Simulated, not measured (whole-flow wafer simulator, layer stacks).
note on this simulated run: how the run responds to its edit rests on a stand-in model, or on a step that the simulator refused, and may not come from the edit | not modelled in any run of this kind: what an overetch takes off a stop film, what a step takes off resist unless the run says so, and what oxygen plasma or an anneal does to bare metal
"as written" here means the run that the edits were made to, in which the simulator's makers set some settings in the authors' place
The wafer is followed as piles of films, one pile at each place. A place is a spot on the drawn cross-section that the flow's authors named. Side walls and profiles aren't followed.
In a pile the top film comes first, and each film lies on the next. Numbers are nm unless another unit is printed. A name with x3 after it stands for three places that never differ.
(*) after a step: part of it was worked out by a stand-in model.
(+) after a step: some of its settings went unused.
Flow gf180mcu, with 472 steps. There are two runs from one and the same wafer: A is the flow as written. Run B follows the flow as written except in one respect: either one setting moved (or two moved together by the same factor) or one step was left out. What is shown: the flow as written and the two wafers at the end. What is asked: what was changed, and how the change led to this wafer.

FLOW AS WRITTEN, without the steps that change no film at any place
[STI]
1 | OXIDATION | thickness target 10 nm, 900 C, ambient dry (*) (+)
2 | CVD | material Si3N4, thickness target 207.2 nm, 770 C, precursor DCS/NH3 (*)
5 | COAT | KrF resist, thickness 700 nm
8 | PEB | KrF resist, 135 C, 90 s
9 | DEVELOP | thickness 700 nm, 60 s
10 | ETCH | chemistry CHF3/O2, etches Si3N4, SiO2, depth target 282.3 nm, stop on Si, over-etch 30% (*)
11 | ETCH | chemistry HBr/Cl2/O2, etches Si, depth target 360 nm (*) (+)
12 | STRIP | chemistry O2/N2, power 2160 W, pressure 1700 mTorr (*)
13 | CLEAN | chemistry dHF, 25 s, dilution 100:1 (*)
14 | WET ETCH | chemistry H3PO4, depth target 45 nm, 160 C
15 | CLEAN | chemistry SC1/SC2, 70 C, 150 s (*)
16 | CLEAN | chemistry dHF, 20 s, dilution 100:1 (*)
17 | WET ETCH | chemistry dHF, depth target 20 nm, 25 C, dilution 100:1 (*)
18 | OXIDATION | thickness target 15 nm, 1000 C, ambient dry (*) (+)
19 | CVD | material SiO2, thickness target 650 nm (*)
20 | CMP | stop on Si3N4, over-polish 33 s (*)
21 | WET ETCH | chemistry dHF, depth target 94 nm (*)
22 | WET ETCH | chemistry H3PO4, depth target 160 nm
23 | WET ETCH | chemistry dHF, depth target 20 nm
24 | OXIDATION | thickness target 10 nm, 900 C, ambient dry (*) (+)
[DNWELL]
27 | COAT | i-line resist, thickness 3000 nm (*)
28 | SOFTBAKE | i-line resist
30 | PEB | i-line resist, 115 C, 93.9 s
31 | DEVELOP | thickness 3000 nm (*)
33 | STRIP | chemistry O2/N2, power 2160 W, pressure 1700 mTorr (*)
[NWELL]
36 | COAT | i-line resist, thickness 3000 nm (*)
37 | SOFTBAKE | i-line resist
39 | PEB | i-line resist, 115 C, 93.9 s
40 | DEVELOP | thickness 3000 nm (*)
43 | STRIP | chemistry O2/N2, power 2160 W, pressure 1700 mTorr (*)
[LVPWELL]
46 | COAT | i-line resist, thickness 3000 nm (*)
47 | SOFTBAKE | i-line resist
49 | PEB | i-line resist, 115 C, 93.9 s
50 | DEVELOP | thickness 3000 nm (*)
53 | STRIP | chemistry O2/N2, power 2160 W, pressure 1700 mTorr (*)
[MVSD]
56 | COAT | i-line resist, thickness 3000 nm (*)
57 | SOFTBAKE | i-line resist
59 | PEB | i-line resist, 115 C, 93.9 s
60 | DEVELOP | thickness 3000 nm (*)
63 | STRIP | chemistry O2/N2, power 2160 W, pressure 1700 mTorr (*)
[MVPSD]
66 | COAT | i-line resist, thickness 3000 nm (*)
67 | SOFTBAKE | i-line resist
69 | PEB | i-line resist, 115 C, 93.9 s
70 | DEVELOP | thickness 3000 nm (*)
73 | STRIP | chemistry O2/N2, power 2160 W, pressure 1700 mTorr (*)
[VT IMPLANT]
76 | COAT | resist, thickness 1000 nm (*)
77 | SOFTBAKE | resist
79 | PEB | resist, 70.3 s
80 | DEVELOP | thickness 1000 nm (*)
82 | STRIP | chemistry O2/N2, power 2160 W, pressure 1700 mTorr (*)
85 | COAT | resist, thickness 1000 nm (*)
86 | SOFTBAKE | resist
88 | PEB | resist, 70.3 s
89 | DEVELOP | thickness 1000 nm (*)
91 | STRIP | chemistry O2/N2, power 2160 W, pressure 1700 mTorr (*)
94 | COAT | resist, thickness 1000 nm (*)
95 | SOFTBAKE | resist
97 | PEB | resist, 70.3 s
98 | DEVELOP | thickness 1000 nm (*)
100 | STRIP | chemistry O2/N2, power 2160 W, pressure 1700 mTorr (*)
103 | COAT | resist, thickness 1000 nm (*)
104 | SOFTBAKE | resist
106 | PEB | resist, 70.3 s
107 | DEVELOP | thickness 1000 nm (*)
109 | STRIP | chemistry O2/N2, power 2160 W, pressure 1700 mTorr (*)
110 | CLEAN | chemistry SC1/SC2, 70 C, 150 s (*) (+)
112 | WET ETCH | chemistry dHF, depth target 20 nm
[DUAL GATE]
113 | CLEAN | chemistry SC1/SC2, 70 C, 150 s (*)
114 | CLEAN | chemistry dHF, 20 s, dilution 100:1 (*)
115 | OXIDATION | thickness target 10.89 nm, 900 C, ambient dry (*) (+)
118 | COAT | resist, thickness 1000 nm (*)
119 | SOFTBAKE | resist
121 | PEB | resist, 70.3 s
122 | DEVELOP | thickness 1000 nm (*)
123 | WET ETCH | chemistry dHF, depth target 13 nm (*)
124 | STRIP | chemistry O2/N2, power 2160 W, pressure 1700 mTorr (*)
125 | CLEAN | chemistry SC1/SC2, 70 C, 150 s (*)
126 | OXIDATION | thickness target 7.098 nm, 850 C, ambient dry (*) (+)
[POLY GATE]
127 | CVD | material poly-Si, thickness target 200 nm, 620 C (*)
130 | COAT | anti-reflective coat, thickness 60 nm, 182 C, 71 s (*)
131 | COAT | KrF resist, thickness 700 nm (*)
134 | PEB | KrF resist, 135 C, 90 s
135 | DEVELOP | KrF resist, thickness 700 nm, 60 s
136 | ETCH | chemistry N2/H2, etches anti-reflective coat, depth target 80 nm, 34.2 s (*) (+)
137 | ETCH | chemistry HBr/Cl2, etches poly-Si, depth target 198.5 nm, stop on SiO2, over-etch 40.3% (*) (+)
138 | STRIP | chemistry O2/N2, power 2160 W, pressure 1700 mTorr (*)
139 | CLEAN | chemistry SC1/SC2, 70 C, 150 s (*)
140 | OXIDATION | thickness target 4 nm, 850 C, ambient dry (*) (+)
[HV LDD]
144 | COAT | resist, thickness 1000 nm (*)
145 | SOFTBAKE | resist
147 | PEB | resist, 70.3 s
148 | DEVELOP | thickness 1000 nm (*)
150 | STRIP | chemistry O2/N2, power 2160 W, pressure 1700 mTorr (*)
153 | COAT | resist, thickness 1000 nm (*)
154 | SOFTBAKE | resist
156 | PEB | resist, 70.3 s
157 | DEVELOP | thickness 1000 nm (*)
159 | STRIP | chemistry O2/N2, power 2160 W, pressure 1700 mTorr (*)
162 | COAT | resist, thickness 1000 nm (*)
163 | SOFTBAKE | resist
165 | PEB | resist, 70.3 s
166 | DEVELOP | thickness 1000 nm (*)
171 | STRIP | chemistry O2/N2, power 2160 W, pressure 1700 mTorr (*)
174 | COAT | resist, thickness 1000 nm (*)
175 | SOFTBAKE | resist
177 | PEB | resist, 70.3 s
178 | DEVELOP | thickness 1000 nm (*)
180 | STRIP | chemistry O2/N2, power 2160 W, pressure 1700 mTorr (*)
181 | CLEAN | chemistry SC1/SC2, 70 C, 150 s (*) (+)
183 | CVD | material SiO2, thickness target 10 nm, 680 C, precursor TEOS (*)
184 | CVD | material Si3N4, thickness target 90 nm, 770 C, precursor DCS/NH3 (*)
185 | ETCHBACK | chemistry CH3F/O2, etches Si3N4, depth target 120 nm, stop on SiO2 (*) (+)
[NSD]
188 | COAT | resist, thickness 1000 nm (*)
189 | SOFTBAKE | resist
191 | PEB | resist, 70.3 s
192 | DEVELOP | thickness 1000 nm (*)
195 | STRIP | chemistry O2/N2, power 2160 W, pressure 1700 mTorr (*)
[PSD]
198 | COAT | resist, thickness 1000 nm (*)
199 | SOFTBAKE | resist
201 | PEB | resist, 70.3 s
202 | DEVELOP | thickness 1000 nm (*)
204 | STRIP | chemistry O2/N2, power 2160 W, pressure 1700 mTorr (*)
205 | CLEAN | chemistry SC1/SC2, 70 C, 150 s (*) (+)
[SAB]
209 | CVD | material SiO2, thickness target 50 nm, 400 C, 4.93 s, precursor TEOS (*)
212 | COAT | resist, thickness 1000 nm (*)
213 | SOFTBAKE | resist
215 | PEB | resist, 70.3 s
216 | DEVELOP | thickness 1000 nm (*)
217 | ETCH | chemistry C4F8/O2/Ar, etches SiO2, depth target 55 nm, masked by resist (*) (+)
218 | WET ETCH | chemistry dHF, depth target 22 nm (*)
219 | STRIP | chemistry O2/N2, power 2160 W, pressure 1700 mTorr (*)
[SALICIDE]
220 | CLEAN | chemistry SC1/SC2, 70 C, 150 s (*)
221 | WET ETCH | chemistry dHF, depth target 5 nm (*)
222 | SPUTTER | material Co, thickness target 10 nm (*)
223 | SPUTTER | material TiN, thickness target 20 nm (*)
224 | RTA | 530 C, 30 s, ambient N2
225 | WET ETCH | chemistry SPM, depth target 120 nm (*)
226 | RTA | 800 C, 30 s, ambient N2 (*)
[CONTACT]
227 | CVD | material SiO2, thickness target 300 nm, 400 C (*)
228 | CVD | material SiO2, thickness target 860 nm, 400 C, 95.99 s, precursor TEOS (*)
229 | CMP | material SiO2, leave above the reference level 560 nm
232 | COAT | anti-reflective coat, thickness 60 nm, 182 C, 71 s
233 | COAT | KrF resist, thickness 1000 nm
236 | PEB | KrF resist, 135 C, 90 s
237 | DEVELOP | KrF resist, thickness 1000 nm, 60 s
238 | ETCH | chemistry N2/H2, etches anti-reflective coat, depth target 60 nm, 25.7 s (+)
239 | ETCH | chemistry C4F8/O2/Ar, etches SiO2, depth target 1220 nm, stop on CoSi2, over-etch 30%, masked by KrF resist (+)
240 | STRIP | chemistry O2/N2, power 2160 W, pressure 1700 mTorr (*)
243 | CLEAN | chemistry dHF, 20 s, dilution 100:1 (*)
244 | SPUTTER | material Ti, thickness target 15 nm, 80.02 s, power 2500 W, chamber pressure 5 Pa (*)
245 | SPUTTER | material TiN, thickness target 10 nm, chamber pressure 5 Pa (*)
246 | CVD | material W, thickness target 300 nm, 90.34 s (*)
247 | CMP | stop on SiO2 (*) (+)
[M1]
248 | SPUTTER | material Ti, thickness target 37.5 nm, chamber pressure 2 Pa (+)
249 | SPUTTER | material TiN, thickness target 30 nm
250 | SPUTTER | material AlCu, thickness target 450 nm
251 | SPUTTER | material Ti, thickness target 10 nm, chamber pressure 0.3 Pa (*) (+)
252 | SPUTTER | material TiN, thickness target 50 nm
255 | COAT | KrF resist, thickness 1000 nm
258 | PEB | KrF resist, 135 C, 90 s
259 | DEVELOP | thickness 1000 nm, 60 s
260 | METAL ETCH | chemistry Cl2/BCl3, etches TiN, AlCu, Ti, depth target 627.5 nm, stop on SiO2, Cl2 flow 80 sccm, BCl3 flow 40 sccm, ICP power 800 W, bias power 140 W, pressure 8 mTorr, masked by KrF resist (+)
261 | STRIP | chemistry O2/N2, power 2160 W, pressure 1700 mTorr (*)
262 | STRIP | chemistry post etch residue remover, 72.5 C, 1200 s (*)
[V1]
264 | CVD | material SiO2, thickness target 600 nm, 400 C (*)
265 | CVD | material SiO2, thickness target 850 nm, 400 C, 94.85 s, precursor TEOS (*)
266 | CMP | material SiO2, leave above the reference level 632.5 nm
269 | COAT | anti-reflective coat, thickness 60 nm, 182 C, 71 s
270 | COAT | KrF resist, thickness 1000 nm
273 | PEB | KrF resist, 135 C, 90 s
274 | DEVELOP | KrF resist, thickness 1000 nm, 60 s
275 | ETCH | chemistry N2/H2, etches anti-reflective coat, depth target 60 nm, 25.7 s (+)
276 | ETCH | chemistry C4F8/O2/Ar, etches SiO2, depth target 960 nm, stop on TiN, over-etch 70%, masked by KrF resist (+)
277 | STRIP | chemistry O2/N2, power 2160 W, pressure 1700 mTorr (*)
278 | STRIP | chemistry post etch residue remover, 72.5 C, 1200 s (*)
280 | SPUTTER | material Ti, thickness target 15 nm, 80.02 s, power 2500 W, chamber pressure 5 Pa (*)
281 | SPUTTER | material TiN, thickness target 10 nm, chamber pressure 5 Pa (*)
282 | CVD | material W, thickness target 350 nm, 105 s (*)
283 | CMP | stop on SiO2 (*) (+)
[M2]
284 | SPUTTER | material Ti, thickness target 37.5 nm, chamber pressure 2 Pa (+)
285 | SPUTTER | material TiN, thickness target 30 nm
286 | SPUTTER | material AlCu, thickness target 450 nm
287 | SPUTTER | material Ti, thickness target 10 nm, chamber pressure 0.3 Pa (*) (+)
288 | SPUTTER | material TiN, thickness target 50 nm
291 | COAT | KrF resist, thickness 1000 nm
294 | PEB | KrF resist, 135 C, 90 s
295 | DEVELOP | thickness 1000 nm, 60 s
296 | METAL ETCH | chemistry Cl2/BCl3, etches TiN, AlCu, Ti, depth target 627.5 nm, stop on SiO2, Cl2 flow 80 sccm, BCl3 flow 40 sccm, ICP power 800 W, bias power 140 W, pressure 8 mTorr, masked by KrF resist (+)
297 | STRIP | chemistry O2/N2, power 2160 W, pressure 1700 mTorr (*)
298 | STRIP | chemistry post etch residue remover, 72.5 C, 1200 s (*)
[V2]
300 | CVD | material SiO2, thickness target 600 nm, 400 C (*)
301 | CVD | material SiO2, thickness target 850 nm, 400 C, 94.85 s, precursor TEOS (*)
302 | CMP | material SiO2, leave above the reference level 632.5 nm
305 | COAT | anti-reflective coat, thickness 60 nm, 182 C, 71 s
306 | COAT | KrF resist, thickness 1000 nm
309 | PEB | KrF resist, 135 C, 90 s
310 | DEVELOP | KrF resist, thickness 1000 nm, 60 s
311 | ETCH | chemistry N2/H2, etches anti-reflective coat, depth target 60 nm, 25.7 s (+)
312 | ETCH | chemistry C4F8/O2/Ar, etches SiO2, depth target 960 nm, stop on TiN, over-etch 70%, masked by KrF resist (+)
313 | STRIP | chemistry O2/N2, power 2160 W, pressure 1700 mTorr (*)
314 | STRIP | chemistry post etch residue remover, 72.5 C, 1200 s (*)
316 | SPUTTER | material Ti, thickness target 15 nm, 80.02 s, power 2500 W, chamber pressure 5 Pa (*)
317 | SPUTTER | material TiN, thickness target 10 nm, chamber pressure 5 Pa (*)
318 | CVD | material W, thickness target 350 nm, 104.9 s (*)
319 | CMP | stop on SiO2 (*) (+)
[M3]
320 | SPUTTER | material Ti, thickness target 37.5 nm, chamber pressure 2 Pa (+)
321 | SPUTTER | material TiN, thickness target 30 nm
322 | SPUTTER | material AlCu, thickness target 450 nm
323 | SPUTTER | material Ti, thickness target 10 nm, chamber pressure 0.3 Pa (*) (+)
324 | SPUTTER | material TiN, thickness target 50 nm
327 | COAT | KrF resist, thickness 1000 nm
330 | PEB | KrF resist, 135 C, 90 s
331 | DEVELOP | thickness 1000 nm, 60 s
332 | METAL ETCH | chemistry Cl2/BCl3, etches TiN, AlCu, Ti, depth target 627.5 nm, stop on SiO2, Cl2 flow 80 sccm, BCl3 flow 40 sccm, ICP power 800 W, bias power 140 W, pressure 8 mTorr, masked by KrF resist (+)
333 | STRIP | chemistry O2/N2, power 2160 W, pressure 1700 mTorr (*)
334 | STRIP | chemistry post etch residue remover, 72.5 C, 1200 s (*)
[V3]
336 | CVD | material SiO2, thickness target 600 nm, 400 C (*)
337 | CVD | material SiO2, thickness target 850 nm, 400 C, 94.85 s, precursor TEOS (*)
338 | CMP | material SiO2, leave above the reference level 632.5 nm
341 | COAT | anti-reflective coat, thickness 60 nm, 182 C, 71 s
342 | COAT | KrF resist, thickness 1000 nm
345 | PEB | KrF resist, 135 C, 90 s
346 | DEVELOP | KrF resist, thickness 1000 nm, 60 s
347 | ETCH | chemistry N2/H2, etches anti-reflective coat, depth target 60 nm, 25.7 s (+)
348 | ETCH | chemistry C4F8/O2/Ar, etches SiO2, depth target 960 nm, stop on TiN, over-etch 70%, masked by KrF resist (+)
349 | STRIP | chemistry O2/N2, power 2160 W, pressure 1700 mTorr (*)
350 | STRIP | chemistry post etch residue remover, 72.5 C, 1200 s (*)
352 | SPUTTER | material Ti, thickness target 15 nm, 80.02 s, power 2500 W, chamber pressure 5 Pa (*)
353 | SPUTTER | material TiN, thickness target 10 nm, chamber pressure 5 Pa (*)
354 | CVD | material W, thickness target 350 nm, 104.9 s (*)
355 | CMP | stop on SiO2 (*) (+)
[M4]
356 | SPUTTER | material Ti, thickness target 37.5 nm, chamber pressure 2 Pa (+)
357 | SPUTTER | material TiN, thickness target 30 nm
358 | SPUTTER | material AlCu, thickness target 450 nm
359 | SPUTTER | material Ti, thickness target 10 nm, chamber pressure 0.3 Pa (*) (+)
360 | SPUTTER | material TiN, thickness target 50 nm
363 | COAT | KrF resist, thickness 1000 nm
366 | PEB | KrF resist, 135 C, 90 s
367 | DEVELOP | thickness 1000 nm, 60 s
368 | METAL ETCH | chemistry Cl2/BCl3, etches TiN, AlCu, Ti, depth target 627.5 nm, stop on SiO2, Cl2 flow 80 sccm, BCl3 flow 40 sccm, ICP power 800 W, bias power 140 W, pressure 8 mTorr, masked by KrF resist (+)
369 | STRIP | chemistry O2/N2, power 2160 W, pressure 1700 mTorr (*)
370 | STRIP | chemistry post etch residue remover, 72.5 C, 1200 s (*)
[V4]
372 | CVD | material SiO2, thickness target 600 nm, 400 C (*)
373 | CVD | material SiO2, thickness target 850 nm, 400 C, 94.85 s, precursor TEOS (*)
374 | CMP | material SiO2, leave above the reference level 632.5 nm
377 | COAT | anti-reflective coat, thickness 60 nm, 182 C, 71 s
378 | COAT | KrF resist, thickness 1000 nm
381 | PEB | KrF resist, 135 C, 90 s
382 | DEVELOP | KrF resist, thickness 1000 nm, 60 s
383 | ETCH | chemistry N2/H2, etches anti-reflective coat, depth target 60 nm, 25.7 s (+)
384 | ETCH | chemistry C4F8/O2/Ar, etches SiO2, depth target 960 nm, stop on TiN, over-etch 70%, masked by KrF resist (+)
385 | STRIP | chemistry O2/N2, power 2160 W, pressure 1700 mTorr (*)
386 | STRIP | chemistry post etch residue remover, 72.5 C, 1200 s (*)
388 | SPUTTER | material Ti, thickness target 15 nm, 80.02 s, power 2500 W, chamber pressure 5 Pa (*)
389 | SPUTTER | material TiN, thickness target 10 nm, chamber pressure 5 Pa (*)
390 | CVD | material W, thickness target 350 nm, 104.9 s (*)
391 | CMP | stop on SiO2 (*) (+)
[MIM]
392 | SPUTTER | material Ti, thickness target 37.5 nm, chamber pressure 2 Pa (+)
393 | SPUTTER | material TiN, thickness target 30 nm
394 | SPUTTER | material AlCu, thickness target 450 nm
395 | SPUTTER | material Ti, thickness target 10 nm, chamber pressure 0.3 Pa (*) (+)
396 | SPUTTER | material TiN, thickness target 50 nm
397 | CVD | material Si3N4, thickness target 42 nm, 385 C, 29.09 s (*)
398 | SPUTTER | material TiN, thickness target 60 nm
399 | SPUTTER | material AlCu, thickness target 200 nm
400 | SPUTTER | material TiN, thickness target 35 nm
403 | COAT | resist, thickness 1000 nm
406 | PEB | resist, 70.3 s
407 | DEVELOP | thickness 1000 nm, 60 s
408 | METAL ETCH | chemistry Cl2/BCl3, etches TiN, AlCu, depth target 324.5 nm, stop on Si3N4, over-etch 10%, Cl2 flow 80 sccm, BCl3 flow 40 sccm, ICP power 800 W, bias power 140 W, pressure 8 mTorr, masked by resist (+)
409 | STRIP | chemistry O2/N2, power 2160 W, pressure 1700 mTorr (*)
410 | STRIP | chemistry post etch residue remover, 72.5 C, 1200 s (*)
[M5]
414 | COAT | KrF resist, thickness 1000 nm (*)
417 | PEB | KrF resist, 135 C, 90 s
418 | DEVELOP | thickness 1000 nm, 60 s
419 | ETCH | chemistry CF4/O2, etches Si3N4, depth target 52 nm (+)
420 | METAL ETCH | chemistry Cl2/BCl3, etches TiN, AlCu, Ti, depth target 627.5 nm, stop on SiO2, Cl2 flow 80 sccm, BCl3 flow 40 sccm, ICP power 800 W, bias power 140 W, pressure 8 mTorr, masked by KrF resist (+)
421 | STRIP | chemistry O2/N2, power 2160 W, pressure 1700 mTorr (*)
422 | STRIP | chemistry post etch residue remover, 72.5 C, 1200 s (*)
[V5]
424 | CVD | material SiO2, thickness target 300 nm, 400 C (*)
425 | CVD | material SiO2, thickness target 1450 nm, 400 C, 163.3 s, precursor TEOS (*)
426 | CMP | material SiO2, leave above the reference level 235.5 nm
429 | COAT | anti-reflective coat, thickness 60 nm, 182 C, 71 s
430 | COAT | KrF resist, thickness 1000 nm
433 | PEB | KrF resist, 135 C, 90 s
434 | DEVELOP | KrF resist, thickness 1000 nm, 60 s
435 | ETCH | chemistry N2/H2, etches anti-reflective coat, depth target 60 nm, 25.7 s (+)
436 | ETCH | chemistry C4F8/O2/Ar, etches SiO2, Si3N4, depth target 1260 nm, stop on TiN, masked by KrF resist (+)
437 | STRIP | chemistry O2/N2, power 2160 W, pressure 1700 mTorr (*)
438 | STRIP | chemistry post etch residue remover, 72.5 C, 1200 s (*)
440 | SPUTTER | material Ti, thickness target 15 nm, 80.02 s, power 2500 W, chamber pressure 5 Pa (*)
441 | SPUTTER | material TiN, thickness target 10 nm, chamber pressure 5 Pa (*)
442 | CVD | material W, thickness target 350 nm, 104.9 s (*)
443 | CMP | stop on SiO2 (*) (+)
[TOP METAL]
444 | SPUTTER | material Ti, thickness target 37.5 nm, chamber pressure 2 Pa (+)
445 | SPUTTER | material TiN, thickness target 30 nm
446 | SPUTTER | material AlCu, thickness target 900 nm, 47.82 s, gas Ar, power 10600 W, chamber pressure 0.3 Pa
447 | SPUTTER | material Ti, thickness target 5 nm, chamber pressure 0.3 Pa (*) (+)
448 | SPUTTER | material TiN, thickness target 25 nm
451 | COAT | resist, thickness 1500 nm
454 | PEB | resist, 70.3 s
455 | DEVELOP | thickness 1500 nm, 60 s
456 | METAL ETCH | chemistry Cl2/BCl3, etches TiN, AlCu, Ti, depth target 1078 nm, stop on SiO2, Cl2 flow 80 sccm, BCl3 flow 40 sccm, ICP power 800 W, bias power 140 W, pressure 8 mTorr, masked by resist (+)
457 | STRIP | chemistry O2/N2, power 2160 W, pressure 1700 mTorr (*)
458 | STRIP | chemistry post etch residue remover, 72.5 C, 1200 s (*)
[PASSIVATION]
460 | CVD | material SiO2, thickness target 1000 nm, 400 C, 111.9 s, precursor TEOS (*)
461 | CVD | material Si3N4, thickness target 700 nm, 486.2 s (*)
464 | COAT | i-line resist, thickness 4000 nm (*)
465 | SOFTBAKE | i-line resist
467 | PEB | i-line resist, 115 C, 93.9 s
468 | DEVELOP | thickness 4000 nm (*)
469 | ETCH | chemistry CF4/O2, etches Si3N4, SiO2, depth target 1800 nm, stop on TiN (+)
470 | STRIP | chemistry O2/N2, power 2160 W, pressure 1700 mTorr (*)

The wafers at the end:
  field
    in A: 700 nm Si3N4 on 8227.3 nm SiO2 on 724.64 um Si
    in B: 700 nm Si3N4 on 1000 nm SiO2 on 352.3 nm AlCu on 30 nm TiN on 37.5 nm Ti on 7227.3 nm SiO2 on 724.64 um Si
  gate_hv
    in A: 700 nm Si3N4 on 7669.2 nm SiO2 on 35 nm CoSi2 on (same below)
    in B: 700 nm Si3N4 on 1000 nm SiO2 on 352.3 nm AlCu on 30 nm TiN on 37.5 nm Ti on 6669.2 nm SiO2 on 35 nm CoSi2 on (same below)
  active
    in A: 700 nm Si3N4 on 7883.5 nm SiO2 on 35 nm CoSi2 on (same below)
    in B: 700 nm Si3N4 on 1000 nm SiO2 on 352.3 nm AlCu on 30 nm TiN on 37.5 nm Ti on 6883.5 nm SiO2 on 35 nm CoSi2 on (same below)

What caused this: step 446, SPUTTER: 74.12 s was run, though the flow has 47.82 s.

How this came from the change, step by step:
  446 | SPUTTER | material AlCu, thickness target 900 nm, 47.82 s, gas Ar, power 10600 W, chamber pressure 0.3 Pa
      field, field__w1, field__w2 and 109 more: A AlCu gains 900 (new film) | B AlCu gains 1405.6 (new film)
  456 | METAL ETCH | chemistry Cl2/BCl3, etches TiN, AlCu, Ti, depth target 1078 nm, stop on SiO2, Cl2 flow 80 sccm, BCl3 flow 40 sccm, ICP power 800 W, bias power 140 W, pressure 8 mTorr, masked by resist (+)
      field, field__w1, field__w2 and 103 more: A TiN loses 25 (all of it), Ti loses 5 (all of it), AlCu loses 900 (all of it), TiN loses 30 (all of it), Ti loses 37.5 (all of it) | B TiN loses 25 (all of it), Ti loses 5 (all of it), AlCu loses 1047.5
  458 | STRIP | chemistry post etch residue remover, 72.5 C, 1200 s (*)
      field, field__w1, field__w2 and 103 more: A nothing | B AlCu loses 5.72
  460 | CVD | material SiO2, thickness target 1000 nm, 400 C, 111.9 s, precursor TEOS (*)
      field, field__w1, field__w2 and 103 more: A SiO2 gains 1000 | B SiO2 gains 1000 (new film)
  464 | COAT | i-line resist, thickness 4000 nm (*)
      field__w8: A i-line resist gains 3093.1 (new film) | B i-line resist gains 3018.1 (new film)
      contact: A i-line resist gains 3153.6 (new film) | B i-line resist gains 3059.2 (new film)
      (also at 4 further places)
  465 | SOFTBAKE | i-line resist
      ld_acc_p, ld_fp_p, ld_drift_p: A i-line resist gains 33.8 | B i-line resist gains 30.6
      field__w1: A i-line resist loses 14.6 | B i-line resist loses 16
      (also at 56 further places)
  467 | PEB | i-line resist, 115 C, 93.9 s
      field__w8, m1__w1: A i-line resist loses 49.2 | B i-line resist loses 47.6
      contact, m1: A i-line resist loses 49.6 | B i-line resist loses 47.9
      (also at 2 further places)
  468 | DEVELOP | thickness 4000 nm (*)
      pad: A i-line resist loses 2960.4 (all of it) | B i-line resist loses 2875.7 (all of it)
  470 | STRIP | chemistry O2/N2, power 2160 W, pressure 1700 mTorr (*)
      field__w8: A i-line resist loses 1775.9 (all of it) | B i-line resist loses 1694 (all of it)
      contact: A i-line resist loses 1798.3 (all of it) | B i-line resist loses 1709.2 (all of it)
      (also at 3 further places)
If metal films that touch count as one body, field has 1 body; the flow as written gives 0 bodies.
If metal films that touch count as one body, gate_hv has 2 bodies (between them, from the top down: SiO2 6669.2); the flow as written gives 1 body.
If metal films that touch count as one body, active has 2 bodies (between them, from the top down: SiO2 6883.5); the flow as written gives 1 body.
